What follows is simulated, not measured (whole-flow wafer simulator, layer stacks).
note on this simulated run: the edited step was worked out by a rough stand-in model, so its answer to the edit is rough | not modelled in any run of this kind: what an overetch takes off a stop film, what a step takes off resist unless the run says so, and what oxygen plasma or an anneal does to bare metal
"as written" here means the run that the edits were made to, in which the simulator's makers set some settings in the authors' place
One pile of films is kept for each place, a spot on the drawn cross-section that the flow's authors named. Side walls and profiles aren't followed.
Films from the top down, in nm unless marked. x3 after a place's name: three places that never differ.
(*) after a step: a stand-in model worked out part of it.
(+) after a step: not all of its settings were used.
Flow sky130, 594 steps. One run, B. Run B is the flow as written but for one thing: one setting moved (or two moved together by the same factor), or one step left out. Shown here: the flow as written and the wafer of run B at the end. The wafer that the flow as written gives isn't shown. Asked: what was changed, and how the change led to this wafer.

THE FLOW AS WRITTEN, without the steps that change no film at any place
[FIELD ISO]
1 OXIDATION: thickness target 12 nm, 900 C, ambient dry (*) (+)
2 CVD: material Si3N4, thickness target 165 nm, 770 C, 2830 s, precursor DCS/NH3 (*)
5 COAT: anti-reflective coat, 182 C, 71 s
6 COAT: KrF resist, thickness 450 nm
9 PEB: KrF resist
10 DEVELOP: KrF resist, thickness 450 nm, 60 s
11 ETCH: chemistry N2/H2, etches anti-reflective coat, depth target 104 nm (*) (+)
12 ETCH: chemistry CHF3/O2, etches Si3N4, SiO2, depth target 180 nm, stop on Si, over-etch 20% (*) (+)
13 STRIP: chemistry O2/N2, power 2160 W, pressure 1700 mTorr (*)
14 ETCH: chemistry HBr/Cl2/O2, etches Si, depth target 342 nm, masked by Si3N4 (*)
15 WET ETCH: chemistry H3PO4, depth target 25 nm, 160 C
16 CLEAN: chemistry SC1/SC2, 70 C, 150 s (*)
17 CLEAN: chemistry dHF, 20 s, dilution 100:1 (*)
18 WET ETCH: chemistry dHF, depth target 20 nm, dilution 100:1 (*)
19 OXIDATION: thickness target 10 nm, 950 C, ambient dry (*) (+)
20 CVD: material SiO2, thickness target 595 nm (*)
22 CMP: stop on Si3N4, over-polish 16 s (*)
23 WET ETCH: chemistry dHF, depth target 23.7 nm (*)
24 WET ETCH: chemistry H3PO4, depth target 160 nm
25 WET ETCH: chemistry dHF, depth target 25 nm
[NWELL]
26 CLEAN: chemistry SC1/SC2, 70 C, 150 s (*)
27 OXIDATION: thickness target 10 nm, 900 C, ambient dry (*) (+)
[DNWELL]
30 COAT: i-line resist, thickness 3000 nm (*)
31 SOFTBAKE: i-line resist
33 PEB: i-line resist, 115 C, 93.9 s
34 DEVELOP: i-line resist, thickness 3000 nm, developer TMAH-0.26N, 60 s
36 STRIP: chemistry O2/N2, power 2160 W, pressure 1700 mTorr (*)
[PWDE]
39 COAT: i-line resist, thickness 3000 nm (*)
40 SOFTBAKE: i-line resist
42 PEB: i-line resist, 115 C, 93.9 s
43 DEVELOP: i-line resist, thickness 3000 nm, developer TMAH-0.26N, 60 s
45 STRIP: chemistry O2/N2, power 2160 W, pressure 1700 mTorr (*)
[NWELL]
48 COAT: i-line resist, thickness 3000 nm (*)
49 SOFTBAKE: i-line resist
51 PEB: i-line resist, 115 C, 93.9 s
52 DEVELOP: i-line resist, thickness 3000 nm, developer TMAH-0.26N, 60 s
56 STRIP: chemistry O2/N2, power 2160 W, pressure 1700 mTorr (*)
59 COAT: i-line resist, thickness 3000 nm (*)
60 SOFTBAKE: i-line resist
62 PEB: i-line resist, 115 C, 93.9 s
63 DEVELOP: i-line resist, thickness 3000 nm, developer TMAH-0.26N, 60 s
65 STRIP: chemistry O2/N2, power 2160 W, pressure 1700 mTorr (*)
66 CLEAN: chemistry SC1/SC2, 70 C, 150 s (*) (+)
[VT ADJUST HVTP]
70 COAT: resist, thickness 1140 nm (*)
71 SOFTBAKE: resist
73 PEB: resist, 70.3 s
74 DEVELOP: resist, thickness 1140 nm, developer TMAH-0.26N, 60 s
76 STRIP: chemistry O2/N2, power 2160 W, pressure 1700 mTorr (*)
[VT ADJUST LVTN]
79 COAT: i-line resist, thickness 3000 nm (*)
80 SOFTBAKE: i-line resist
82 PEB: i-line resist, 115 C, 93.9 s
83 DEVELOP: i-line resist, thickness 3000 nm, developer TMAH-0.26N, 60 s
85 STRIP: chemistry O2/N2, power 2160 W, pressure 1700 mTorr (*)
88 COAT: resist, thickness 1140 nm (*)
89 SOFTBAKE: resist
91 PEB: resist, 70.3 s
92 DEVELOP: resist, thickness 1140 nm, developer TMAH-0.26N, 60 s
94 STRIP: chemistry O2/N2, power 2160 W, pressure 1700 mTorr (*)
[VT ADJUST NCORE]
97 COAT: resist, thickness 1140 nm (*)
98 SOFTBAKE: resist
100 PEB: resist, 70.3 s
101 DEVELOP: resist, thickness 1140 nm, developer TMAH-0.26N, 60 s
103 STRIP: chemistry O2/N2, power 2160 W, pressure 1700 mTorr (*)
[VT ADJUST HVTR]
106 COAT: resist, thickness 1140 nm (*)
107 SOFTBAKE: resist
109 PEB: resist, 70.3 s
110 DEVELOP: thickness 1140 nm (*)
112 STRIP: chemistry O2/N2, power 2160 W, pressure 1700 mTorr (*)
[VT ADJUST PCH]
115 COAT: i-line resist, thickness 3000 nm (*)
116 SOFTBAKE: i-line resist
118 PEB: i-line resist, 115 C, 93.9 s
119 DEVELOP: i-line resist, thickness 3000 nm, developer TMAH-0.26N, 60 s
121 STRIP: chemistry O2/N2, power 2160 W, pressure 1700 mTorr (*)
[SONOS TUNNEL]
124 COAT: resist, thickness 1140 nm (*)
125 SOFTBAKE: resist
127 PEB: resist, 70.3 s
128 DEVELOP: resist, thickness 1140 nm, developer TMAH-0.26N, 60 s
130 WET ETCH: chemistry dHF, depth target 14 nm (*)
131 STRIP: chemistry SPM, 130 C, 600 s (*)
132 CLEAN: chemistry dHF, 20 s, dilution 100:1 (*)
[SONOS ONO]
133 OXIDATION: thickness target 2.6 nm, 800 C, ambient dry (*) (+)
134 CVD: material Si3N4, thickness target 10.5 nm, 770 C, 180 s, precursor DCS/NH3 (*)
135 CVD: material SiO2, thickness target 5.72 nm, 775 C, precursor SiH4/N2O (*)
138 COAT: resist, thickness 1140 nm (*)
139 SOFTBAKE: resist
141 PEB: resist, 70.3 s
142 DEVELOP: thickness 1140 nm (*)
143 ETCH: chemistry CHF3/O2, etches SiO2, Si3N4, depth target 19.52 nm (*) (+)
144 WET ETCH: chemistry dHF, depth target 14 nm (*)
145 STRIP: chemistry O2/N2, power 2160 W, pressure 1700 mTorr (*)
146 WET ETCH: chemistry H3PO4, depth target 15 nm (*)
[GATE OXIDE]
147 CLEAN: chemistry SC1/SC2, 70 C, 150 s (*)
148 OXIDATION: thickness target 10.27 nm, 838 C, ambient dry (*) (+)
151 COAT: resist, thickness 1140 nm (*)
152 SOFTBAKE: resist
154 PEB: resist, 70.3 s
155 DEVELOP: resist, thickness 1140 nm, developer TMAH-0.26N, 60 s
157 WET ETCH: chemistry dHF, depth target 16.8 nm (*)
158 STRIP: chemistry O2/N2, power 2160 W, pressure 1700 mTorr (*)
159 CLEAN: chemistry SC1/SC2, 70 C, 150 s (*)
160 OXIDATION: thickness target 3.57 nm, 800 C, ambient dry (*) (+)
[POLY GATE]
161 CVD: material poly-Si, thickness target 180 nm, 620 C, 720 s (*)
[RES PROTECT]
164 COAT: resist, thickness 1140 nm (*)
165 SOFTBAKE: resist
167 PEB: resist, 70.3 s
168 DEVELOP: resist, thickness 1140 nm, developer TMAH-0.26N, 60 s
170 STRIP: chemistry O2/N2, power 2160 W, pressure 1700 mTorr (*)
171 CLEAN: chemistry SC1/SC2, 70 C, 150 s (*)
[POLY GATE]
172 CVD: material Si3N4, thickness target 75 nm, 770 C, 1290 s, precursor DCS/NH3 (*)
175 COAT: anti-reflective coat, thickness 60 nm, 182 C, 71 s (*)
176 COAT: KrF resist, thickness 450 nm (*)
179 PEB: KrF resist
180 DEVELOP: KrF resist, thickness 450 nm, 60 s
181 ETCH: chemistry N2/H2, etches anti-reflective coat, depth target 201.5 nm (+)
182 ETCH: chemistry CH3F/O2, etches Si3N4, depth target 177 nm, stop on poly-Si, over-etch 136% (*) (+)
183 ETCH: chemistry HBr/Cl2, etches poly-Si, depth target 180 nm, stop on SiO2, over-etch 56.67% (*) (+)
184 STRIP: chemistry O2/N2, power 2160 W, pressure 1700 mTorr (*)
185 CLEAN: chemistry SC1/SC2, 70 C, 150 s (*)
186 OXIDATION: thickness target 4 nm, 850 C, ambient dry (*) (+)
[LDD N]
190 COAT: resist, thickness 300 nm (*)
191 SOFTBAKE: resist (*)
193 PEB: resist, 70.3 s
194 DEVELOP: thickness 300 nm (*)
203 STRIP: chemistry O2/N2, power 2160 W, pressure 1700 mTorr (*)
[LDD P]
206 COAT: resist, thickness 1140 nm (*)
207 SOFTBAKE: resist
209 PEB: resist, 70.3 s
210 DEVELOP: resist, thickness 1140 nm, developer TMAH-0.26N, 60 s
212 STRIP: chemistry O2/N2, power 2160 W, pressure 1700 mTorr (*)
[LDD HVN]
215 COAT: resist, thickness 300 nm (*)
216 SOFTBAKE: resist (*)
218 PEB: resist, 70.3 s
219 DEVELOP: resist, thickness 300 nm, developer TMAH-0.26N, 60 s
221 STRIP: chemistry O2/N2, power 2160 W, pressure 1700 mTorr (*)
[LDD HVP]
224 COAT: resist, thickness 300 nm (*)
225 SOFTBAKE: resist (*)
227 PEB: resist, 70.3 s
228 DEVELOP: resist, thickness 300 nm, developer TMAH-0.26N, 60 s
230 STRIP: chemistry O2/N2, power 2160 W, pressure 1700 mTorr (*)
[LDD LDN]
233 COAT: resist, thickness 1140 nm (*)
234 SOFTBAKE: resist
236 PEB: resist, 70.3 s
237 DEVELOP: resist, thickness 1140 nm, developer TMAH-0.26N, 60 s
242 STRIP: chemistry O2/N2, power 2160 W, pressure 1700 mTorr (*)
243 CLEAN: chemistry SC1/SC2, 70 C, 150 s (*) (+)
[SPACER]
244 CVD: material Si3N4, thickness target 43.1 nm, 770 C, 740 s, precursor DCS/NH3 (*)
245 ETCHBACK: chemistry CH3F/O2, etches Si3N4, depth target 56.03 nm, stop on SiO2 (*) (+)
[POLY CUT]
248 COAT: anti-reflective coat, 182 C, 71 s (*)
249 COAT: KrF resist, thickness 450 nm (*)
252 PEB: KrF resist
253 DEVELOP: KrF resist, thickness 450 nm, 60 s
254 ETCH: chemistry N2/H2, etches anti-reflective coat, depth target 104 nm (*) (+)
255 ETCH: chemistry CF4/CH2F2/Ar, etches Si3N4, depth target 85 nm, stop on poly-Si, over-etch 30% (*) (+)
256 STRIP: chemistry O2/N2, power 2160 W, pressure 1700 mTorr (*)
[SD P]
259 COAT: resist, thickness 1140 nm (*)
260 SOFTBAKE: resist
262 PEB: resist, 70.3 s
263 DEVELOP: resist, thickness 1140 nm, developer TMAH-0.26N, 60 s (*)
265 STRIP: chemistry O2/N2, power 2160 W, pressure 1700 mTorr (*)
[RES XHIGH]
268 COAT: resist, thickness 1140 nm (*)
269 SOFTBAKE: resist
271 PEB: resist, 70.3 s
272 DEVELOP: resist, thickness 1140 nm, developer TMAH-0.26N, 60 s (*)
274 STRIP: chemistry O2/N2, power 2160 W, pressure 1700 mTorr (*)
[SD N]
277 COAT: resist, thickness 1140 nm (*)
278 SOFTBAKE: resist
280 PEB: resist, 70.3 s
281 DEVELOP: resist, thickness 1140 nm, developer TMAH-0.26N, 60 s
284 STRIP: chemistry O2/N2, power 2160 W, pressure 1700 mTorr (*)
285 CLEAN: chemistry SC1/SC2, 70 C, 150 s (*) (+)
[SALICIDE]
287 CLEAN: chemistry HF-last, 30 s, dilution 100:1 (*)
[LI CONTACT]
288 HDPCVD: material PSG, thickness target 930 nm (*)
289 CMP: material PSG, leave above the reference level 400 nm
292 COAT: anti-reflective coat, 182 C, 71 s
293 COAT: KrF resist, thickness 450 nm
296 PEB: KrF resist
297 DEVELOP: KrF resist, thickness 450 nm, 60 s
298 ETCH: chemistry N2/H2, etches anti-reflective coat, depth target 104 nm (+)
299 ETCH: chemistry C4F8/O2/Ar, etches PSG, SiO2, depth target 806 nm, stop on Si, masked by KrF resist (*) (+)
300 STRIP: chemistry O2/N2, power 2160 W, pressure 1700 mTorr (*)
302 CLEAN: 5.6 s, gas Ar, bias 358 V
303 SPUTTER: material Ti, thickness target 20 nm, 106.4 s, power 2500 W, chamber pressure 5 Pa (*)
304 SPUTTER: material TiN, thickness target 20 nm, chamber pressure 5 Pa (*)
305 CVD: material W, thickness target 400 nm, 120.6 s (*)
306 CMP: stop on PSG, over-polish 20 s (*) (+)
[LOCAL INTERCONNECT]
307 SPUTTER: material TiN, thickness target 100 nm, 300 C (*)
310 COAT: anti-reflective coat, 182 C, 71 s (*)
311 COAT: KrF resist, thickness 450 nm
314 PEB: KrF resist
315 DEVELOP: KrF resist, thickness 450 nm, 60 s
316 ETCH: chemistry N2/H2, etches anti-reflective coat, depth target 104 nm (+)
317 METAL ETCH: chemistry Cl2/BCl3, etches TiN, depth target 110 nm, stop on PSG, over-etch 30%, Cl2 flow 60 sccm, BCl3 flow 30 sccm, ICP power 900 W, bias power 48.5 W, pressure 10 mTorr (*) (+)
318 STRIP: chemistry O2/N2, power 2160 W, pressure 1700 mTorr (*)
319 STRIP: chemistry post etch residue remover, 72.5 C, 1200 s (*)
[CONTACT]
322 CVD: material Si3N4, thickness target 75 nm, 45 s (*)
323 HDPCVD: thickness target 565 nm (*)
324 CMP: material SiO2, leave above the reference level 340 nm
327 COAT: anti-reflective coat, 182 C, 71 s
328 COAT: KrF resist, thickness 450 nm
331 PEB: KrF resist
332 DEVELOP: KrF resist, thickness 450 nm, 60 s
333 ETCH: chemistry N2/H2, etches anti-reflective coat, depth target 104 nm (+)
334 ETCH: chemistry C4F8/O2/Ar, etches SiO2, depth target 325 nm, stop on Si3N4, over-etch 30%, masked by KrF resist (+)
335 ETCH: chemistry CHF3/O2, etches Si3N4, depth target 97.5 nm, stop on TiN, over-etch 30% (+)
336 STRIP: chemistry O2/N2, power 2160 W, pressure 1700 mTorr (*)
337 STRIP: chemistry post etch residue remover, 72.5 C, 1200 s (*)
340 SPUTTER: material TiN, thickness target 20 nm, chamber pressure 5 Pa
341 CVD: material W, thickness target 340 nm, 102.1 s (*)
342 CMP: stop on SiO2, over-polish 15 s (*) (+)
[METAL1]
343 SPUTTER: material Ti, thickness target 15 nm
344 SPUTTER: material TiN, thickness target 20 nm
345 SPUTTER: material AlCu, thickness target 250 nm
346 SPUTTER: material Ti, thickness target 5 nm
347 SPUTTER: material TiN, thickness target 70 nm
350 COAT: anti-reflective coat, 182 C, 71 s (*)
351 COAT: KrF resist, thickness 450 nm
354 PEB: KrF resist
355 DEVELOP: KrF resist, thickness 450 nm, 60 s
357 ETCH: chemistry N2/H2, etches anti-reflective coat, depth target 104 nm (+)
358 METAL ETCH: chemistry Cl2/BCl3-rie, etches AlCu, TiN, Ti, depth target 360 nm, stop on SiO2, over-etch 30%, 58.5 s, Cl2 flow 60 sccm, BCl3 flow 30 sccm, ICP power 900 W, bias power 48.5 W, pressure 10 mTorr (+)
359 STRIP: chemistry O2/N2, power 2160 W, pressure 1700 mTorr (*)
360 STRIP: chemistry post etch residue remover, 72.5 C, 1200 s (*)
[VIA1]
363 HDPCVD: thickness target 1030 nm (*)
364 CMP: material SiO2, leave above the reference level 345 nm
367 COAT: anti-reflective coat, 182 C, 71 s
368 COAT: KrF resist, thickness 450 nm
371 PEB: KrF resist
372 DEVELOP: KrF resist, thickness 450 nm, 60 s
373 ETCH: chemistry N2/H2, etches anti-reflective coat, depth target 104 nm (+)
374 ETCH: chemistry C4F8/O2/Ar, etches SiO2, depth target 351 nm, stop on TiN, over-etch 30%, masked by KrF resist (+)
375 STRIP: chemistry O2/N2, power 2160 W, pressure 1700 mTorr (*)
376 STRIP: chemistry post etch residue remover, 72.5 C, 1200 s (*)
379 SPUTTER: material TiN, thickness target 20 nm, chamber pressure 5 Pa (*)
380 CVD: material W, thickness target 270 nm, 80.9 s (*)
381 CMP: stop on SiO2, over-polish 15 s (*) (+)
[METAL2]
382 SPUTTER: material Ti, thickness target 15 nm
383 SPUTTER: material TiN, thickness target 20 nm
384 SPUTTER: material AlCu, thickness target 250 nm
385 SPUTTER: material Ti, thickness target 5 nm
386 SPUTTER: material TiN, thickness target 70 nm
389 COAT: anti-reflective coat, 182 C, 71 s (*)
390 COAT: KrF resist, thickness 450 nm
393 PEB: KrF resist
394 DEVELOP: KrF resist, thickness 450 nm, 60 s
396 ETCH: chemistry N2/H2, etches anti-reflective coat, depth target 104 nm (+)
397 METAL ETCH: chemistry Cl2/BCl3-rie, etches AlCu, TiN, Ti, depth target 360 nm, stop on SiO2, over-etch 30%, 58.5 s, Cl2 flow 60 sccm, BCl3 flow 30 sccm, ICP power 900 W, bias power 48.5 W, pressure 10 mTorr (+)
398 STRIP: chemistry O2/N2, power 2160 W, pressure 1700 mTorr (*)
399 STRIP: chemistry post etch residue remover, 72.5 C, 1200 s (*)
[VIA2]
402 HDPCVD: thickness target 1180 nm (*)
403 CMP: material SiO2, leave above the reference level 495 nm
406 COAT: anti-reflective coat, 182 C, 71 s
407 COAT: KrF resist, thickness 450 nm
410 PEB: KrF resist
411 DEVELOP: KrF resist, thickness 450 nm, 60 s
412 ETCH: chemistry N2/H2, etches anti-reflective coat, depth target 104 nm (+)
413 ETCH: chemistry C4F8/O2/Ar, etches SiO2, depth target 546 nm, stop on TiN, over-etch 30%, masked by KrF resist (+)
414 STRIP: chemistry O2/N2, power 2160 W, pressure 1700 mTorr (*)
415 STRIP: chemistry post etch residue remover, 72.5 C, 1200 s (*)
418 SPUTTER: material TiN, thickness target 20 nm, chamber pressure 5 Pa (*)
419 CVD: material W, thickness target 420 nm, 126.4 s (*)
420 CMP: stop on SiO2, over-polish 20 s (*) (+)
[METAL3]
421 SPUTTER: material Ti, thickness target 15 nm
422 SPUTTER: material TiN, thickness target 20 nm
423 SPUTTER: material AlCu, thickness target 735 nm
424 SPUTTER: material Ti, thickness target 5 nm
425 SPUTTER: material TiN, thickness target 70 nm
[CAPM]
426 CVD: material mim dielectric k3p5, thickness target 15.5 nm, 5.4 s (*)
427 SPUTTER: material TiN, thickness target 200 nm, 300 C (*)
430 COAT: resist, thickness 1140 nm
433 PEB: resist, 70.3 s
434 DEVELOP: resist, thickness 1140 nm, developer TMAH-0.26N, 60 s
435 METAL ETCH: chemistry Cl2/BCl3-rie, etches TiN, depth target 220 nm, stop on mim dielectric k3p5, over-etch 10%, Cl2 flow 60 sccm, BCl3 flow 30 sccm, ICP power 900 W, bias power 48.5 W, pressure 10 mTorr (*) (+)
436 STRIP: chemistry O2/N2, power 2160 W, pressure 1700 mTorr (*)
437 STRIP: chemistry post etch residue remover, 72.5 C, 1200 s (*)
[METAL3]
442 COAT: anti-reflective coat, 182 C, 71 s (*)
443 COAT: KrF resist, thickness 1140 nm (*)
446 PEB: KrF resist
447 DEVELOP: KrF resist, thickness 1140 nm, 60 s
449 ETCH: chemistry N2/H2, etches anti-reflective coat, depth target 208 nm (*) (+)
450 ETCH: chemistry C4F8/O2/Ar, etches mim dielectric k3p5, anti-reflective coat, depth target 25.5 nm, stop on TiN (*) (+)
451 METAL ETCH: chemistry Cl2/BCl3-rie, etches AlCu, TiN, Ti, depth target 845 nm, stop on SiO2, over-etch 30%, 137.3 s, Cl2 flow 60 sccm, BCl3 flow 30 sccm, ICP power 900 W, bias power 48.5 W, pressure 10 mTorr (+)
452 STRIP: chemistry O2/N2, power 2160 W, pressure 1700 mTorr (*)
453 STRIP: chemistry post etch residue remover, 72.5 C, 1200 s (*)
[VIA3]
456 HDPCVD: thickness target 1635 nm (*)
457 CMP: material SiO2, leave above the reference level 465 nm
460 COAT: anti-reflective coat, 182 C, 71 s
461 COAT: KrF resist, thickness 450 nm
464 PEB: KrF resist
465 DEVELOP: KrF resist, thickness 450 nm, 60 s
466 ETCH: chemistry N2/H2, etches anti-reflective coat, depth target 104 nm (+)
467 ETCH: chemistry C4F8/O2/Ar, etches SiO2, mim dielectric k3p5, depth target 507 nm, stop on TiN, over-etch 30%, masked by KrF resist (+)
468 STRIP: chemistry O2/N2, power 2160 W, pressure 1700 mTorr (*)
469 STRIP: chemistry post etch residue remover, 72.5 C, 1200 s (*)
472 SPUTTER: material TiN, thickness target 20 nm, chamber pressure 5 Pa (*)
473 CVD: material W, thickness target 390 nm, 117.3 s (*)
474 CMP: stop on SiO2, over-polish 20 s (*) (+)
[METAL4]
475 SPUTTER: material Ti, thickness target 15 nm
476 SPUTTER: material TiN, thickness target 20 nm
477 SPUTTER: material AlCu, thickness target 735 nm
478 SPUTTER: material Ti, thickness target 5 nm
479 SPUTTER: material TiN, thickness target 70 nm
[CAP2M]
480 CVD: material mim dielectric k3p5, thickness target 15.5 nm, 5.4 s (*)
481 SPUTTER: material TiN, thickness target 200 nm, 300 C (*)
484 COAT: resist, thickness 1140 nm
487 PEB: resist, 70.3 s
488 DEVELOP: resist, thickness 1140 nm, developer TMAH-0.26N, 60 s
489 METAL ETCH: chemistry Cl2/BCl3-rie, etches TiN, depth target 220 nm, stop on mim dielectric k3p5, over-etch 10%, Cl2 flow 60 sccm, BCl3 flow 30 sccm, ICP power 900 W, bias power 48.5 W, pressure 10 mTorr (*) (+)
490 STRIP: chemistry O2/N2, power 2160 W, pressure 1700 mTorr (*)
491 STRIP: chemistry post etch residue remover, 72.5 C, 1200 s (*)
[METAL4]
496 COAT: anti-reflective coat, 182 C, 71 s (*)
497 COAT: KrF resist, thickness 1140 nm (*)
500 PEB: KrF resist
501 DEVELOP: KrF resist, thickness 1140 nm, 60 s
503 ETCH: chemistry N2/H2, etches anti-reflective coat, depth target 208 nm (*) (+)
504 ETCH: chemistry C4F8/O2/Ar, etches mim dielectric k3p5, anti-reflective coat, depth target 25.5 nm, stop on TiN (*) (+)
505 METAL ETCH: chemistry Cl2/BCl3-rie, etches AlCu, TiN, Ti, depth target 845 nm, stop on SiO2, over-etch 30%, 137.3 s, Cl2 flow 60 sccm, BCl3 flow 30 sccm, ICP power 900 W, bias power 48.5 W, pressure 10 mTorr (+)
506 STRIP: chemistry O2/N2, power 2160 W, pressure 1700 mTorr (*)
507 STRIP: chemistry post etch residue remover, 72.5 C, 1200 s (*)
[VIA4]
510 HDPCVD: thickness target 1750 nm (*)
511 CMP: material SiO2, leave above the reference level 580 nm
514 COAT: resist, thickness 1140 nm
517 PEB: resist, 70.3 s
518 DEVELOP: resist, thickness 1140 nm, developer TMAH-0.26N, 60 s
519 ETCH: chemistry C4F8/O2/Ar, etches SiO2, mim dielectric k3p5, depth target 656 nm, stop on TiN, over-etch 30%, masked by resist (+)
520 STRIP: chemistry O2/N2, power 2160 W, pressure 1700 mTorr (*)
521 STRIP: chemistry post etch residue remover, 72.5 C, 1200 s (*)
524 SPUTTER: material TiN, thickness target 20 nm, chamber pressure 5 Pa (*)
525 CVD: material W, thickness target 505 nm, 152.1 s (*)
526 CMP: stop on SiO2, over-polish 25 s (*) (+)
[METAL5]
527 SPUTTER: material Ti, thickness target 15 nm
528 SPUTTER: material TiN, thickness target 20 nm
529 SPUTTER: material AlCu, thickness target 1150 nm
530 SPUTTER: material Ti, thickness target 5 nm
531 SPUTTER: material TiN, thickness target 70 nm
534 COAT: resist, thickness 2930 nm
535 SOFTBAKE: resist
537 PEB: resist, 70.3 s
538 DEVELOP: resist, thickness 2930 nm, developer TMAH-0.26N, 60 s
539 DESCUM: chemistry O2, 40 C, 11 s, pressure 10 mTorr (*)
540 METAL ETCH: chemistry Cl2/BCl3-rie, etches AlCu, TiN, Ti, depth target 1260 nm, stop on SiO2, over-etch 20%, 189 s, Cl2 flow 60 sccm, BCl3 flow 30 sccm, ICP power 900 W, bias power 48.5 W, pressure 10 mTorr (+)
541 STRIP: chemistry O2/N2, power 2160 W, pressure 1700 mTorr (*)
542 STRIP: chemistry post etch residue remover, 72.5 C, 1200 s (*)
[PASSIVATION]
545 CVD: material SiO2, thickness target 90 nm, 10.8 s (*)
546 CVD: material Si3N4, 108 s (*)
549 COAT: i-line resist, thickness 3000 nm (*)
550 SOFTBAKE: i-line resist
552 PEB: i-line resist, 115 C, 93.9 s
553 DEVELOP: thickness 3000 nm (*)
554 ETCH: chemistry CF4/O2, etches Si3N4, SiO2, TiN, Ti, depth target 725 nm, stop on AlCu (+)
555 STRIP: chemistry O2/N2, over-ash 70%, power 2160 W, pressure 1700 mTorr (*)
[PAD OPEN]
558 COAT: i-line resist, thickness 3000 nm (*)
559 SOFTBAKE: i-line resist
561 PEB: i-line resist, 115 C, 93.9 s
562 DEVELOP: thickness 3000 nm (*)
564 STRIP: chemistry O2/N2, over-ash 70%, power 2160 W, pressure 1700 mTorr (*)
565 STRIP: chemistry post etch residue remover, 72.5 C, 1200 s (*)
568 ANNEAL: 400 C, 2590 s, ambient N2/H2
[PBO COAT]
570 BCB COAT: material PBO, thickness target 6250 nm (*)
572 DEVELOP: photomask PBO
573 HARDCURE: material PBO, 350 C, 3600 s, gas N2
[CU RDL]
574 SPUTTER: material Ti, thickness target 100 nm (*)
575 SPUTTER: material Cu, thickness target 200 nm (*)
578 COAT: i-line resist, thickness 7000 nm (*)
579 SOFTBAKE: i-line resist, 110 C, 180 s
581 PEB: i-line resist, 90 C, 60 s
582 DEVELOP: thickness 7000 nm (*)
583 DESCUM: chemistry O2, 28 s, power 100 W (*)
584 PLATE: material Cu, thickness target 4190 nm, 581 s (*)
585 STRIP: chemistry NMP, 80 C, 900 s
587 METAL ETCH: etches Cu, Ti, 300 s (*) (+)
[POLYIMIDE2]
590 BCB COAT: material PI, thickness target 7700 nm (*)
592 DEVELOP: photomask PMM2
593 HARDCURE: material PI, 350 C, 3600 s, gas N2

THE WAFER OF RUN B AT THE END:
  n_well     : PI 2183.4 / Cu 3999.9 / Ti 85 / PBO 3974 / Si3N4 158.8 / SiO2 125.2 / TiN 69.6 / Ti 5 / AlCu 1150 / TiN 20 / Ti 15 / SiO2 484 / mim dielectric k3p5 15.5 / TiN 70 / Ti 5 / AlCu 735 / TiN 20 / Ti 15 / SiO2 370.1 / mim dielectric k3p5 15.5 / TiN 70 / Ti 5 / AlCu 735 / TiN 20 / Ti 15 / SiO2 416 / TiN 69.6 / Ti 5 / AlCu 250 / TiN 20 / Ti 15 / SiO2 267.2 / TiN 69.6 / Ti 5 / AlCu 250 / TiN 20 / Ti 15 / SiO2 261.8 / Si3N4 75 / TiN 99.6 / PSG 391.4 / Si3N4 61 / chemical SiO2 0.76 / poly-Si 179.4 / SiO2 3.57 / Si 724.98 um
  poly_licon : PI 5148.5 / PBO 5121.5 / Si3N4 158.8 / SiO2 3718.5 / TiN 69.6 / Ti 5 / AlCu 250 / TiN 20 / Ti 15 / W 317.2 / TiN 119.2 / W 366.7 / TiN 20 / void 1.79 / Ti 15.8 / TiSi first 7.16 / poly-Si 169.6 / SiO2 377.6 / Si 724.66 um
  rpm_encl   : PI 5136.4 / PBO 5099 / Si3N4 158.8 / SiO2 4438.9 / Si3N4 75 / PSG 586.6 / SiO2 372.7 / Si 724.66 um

The cause: step 574, SPUTTER: thickness target 85 nm was run, where the flow has thickness target 100 nm.
It can be read off the wafer: n_well has Ti 85, and step 574 as written asks for 100 nm.

How the change led to this, step by step:
  574 SPUTTER: material Ti, thickness target 100 nm (*)
      field, active, n_well and 190 more: Ti +85 (new film) (as written it would be: Ti +100 (new film))
  587 METAL ETCH: etches Cu, Ti, 300 s (*) (+)
      field, active, gate and 167 more: Cu -200 (all of it), Ti -85 (all of it) (as written it would be: Cu -200 (all of it), Ti -100 (all of it))
  590 BCB COAT: material PI, thickness target 7700 nm (*)
      de16_gate_nw: PI +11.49 um (new film) (as written it would be: PI +11.5 um (new film))
